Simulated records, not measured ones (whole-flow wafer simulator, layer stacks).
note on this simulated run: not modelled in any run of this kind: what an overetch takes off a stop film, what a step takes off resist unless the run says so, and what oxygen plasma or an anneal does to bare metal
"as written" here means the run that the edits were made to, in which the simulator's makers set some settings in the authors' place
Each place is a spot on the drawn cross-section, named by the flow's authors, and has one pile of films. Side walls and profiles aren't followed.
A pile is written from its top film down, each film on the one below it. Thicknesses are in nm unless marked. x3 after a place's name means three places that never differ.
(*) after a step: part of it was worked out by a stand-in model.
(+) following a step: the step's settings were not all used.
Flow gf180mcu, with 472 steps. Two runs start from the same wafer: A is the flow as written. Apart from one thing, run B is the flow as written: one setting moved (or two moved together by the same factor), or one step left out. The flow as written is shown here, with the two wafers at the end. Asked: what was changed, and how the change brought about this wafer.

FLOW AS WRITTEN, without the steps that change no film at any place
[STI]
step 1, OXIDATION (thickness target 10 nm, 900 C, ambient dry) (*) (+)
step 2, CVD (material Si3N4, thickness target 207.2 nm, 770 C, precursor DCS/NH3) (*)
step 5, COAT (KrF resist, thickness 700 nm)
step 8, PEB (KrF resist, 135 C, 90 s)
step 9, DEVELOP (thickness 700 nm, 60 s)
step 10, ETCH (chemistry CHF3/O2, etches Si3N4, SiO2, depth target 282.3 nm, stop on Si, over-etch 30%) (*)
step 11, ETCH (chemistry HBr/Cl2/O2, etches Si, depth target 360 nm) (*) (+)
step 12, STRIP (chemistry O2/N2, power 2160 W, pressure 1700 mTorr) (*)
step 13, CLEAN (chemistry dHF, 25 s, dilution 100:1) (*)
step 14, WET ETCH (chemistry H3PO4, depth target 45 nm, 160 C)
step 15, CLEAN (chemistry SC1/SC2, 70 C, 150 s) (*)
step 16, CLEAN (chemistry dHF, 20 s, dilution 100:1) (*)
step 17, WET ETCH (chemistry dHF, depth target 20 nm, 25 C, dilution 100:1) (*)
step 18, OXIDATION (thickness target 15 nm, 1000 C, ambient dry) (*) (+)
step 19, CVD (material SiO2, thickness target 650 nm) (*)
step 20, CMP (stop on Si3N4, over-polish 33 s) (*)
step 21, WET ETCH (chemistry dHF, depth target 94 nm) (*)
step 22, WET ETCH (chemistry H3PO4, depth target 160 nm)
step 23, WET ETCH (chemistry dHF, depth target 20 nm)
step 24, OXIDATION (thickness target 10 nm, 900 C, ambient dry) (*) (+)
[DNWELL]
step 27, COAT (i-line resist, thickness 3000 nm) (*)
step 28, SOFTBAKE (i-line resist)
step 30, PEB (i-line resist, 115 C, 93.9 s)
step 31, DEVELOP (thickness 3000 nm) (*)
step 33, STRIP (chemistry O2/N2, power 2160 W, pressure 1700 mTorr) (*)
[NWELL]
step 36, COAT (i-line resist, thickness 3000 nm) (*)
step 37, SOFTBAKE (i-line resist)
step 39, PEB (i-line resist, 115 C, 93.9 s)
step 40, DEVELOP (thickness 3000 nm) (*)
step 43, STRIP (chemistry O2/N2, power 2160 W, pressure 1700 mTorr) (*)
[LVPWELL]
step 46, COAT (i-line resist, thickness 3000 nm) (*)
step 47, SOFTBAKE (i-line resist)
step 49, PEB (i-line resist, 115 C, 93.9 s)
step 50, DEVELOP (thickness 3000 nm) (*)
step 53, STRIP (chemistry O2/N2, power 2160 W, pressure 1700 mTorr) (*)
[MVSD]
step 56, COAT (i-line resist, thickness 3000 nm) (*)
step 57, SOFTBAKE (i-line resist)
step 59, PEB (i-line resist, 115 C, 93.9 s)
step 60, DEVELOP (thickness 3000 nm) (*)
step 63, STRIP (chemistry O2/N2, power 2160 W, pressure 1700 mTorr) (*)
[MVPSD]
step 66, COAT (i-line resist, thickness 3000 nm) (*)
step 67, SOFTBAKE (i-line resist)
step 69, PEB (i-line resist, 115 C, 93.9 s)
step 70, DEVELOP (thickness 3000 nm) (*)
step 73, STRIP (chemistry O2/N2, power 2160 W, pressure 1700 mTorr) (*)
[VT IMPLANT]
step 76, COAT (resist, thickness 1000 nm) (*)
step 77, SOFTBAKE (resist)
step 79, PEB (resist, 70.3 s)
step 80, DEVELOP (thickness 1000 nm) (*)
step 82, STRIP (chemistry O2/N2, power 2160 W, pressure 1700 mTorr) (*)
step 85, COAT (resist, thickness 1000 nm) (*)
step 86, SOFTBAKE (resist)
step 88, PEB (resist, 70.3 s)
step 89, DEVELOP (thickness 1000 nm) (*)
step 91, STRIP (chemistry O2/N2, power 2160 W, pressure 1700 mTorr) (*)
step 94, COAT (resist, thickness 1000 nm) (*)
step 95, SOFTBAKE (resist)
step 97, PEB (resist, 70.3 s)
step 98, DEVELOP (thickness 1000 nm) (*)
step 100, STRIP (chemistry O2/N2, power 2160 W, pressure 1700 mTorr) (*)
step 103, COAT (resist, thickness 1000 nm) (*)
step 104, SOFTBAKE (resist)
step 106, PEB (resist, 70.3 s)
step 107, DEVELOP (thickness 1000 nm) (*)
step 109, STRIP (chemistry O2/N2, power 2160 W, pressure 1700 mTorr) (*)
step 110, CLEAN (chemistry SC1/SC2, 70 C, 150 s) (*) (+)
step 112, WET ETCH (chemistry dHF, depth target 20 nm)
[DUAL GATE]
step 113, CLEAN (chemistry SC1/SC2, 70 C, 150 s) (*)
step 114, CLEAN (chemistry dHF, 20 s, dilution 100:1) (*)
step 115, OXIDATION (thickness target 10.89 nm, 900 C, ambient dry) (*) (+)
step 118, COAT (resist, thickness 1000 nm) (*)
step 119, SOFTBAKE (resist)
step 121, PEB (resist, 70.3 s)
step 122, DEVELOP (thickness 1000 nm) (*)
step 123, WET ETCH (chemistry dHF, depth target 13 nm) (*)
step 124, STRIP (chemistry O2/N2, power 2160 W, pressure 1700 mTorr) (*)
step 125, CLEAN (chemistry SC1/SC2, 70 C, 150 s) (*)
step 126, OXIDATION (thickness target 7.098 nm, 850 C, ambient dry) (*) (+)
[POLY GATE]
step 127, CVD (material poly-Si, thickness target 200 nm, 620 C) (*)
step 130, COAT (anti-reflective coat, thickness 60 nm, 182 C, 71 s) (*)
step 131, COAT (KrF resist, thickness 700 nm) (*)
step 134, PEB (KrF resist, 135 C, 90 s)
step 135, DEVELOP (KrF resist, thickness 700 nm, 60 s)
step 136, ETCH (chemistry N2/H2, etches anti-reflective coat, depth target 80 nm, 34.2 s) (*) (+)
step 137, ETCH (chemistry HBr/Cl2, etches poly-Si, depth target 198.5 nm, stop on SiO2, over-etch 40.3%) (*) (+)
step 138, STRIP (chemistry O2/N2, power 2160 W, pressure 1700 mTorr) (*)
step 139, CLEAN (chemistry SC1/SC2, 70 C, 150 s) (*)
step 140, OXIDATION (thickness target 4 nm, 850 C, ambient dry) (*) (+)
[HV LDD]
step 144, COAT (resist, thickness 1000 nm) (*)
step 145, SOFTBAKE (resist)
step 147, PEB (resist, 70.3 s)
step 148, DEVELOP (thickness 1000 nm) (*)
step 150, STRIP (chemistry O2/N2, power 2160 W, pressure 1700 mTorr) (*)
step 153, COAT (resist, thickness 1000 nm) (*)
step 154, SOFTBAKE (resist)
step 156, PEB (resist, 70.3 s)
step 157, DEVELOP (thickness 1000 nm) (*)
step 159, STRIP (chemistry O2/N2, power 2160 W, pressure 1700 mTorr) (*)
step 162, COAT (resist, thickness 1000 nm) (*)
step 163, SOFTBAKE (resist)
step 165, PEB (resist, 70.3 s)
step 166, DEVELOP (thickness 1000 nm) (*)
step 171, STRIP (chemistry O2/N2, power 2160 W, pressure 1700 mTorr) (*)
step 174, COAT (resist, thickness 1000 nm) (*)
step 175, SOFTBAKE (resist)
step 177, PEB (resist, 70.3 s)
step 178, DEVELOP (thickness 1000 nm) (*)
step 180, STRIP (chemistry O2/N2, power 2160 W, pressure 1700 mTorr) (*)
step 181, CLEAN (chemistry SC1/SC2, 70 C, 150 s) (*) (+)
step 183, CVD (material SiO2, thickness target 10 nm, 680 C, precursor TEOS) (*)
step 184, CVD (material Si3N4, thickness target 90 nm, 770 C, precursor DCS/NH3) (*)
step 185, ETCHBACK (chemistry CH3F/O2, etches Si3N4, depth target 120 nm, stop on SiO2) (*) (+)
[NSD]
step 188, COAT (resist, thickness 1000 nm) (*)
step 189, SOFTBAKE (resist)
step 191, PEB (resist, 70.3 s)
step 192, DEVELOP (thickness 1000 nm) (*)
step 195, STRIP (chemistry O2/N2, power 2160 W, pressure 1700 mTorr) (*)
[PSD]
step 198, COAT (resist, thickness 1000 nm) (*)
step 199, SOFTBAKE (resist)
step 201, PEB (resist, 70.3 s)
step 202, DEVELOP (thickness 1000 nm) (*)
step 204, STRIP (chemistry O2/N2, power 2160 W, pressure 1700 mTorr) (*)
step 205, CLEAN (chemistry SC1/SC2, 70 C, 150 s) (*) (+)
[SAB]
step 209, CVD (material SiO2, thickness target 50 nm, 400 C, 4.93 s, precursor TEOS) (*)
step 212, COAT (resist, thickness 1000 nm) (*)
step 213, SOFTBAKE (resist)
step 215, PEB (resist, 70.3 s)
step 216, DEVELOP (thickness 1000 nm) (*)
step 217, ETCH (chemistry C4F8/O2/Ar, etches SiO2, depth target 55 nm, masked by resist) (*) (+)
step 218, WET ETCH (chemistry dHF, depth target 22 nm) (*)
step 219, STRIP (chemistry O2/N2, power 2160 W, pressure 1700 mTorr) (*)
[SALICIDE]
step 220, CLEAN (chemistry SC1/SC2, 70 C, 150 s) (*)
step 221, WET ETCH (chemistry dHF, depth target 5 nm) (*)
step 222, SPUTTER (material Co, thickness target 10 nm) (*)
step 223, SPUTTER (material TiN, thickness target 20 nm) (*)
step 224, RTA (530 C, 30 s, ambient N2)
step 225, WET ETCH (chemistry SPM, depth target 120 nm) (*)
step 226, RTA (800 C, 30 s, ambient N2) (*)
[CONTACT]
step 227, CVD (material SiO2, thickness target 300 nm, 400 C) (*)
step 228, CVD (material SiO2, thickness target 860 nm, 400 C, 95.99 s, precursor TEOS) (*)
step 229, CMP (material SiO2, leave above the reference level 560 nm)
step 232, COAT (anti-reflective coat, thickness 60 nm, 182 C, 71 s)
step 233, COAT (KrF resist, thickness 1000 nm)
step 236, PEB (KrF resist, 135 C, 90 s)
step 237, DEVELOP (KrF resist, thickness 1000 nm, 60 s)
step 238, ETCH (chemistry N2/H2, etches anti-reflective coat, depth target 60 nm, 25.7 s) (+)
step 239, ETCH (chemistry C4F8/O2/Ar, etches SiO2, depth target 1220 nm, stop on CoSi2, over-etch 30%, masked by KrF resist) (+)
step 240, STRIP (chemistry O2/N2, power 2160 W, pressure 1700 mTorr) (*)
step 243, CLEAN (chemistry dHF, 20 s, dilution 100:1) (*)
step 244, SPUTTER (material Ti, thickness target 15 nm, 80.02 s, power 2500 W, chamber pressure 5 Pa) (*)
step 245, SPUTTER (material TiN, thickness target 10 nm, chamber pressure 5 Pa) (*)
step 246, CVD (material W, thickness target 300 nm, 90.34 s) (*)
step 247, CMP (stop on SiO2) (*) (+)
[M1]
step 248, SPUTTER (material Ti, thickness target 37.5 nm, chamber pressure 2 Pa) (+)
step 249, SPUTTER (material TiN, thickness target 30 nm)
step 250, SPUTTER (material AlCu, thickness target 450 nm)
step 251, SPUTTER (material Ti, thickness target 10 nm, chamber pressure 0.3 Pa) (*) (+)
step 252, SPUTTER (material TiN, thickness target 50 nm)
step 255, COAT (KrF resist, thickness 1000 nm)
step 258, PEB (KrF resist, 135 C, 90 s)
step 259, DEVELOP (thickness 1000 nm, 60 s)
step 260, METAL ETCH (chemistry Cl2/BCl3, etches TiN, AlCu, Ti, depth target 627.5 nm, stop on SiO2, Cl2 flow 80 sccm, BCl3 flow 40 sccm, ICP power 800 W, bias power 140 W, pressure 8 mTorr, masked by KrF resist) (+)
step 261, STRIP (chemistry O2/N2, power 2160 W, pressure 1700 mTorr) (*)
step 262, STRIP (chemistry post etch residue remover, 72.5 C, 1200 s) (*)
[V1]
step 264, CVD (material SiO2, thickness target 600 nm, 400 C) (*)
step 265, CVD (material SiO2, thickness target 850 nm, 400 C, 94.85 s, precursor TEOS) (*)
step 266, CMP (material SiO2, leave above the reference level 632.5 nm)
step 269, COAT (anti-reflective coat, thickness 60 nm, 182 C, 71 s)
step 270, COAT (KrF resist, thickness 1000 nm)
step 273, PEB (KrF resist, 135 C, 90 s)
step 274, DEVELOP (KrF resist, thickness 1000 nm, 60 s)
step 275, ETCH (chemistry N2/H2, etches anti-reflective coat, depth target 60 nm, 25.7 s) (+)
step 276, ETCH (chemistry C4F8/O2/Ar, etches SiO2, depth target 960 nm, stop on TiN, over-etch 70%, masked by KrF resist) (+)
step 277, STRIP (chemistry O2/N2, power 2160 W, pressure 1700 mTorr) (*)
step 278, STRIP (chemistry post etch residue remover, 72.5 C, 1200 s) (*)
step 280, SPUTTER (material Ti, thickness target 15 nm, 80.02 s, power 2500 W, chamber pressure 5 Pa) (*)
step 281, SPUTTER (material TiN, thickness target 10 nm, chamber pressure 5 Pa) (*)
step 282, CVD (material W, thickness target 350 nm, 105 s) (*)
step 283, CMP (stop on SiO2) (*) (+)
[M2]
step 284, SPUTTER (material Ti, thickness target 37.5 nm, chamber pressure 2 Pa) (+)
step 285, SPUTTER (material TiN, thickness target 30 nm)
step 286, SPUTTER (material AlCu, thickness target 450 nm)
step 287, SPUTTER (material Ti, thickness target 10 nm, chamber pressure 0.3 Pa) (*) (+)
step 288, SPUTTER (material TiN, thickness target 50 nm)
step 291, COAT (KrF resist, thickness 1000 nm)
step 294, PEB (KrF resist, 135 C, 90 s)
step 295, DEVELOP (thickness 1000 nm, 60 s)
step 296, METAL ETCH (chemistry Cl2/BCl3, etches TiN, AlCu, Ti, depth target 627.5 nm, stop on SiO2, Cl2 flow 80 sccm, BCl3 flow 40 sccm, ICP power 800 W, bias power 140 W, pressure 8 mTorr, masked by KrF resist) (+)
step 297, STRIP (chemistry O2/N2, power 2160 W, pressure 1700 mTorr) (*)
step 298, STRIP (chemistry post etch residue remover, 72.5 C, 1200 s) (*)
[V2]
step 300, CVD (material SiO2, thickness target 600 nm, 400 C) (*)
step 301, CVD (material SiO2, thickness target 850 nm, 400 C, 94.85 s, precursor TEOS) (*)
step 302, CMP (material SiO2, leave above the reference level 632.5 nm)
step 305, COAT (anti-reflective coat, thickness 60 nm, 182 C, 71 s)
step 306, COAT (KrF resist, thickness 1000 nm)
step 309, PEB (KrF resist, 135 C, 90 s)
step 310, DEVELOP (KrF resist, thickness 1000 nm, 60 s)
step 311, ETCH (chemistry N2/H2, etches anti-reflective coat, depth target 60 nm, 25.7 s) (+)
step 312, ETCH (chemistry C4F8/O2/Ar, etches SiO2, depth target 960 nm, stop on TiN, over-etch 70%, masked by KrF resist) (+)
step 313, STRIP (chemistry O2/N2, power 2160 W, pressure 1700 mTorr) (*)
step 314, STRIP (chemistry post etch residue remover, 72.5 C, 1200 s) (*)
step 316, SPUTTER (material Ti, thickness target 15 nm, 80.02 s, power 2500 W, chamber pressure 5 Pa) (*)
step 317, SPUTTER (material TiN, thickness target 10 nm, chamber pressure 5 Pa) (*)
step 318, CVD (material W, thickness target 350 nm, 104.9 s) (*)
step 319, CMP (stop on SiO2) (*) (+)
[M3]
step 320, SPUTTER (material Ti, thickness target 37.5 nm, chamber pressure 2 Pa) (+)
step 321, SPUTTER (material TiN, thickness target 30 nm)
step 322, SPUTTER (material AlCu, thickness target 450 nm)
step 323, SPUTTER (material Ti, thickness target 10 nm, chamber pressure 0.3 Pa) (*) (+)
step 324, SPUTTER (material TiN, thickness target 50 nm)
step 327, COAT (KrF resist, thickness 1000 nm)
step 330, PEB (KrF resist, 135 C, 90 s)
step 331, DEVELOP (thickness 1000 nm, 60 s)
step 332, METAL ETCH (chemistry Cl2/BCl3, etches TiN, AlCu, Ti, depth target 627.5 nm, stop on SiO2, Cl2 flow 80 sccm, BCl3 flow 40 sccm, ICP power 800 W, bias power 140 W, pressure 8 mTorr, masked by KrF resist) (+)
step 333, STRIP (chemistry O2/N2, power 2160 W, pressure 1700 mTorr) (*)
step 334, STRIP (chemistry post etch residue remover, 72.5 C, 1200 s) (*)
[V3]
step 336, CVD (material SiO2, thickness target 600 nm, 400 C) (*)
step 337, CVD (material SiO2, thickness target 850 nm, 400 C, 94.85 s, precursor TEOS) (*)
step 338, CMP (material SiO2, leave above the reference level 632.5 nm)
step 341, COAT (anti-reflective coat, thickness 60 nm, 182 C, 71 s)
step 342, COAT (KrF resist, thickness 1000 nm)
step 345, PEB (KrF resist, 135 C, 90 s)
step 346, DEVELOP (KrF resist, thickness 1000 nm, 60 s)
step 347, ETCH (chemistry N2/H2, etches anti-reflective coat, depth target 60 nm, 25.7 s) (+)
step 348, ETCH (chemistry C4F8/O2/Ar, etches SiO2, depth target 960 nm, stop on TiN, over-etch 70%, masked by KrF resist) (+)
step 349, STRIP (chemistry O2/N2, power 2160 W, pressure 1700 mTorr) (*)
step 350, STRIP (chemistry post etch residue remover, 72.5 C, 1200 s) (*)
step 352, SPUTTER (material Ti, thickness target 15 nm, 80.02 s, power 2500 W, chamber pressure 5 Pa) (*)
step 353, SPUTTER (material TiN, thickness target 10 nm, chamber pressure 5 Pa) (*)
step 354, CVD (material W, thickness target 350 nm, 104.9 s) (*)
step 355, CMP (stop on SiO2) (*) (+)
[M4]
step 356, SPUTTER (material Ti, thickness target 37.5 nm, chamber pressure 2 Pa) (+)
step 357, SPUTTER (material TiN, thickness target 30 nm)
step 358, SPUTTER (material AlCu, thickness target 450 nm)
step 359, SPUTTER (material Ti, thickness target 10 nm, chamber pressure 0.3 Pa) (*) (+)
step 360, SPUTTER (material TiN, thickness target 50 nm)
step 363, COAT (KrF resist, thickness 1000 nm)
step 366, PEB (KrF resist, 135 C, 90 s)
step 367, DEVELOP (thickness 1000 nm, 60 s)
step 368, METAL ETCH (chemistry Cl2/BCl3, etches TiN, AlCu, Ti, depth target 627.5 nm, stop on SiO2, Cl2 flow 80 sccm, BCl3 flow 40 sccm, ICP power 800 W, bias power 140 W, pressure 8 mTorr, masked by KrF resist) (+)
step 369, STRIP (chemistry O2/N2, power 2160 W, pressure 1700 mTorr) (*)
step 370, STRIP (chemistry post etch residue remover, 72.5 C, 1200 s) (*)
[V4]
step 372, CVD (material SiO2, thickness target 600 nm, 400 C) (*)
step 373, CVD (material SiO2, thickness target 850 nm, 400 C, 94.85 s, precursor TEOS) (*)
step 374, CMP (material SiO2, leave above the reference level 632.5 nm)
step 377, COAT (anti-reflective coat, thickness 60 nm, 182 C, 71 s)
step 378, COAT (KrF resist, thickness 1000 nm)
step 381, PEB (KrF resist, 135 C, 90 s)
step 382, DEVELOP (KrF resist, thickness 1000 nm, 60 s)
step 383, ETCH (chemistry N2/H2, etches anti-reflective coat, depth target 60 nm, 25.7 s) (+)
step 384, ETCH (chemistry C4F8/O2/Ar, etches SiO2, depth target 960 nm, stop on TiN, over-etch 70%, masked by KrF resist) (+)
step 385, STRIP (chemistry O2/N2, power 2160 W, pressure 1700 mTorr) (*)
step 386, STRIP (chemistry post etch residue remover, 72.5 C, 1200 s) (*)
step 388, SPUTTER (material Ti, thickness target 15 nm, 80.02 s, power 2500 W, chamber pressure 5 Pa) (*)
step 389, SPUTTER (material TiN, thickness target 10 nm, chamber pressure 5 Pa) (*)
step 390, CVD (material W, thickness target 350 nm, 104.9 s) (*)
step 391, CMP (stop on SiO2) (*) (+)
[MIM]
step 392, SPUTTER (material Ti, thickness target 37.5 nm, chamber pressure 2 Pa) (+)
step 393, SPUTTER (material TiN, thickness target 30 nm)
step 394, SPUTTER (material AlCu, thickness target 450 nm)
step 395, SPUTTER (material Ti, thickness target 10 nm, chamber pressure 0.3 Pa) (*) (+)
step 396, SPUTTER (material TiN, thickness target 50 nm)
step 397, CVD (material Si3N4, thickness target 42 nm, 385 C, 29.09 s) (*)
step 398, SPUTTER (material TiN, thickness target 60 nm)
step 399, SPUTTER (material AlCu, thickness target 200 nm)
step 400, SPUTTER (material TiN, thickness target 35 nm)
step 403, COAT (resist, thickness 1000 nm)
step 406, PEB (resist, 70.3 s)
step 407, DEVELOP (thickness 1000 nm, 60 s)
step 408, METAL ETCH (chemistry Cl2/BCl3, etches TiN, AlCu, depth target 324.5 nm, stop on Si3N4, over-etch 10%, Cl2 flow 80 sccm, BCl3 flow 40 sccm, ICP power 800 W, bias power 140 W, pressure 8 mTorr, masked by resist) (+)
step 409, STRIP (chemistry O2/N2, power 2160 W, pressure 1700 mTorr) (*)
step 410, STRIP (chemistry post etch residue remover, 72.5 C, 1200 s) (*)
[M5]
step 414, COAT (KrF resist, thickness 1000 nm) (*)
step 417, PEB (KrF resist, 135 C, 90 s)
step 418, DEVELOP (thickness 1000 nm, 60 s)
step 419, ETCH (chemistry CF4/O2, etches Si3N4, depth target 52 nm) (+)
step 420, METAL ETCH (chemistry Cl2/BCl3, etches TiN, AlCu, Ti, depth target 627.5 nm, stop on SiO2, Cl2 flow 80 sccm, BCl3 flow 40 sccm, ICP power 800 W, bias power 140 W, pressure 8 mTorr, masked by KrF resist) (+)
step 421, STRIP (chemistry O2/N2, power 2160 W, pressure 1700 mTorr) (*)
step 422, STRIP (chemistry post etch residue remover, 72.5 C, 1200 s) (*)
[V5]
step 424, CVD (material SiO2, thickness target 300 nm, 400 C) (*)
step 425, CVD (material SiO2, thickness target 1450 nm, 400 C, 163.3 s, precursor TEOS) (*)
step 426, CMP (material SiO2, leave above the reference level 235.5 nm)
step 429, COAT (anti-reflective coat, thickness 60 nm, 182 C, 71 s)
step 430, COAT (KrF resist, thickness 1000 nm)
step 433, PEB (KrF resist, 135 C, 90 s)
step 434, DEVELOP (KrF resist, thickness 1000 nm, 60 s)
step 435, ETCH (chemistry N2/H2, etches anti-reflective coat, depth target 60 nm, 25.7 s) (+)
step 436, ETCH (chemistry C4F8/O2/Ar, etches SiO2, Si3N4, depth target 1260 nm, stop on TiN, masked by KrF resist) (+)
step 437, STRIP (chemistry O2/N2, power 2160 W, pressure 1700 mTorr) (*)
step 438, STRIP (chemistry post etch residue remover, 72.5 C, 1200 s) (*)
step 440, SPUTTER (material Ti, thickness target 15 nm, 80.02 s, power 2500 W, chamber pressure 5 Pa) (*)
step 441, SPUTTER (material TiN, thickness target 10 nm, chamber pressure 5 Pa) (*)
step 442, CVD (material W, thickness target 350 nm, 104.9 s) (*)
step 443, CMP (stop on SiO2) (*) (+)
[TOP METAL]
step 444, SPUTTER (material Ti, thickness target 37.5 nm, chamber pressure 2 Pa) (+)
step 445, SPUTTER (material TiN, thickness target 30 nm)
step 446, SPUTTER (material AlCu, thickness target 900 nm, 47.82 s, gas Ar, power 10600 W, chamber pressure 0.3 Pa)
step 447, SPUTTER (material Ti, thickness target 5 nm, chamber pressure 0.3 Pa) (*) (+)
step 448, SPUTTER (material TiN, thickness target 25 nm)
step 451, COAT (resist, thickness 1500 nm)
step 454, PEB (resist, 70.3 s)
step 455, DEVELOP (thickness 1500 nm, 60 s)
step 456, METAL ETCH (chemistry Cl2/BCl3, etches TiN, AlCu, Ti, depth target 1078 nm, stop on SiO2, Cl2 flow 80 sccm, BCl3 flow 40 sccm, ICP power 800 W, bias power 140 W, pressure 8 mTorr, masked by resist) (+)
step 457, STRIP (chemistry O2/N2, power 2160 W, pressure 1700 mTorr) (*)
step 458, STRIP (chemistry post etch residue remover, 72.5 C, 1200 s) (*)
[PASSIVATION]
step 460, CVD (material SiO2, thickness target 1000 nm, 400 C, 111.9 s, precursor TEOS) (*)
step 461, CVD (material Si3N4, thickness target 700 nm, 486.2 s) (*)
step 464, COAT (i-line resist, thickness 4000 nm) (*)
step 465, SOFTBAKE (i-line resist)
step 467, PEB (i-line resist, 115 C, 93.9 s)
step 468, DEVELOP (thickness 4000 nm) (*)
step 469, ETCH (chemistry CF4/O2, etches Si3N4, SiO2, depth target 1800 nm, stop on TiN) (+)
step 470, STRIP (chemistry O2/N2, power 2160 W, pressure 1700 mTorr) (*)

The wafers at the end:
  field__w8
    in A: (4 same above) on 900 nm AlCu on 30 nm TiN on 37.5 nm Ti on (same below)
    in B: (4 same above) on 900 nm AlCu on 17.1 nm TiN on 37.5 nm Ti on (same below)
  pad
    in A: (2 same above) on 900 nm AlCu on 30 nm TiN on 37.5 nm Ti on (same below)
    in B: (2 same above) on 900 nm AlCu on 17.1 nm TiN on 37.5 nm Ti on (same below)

Cause: step 445, SPUTTER: thickness target 17.1 nm was run, while the flow as written has thickness target 30 nm.
One can read it off the wafer: field__w8 has TiN 17.1, and step 445 as written asks for 30 nm.

The path from the change to this, step by step:
  step 445, SPUTTER (material TiN, thickness target 30 nm)
      field, field__w1, field__w2 and 109 more: A +30 TiN (new film) | B +17.1 TiN (new film)
  step 456, METAL ETCH (chemistry Cl2/BCl3, etches TiN, AlCu, Ti, depth target 1078 nm, stop on SiO2, Cl2 flow 80 sccm, BCl3 flow 40 sccm, ICP power 800 W, bias power 140 W, pressure 8 mTorr, masked by resist) (+)
      field, field__w1, field__w2 and 103 more: A -25 TiN (all of it), -5 Ti (all of it), -900 AlCu (all of it), -30 TiN (all of it), -37.5 Ti (all of it) | B -25 TiN (all of it), -5 Ti (all of it), -900 AlCu (all of it), -17.1 TiN (all of it), -37.5 Ti (all of it)
  step 465, SOFTBAKE (i-line resist)
      field__w2: A +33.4 i-line resist | B +32.7 i-line resist
      field__w3: A +33.6 i-line resist | B +32.9 i-line resist
      (and at 4 other places as well)
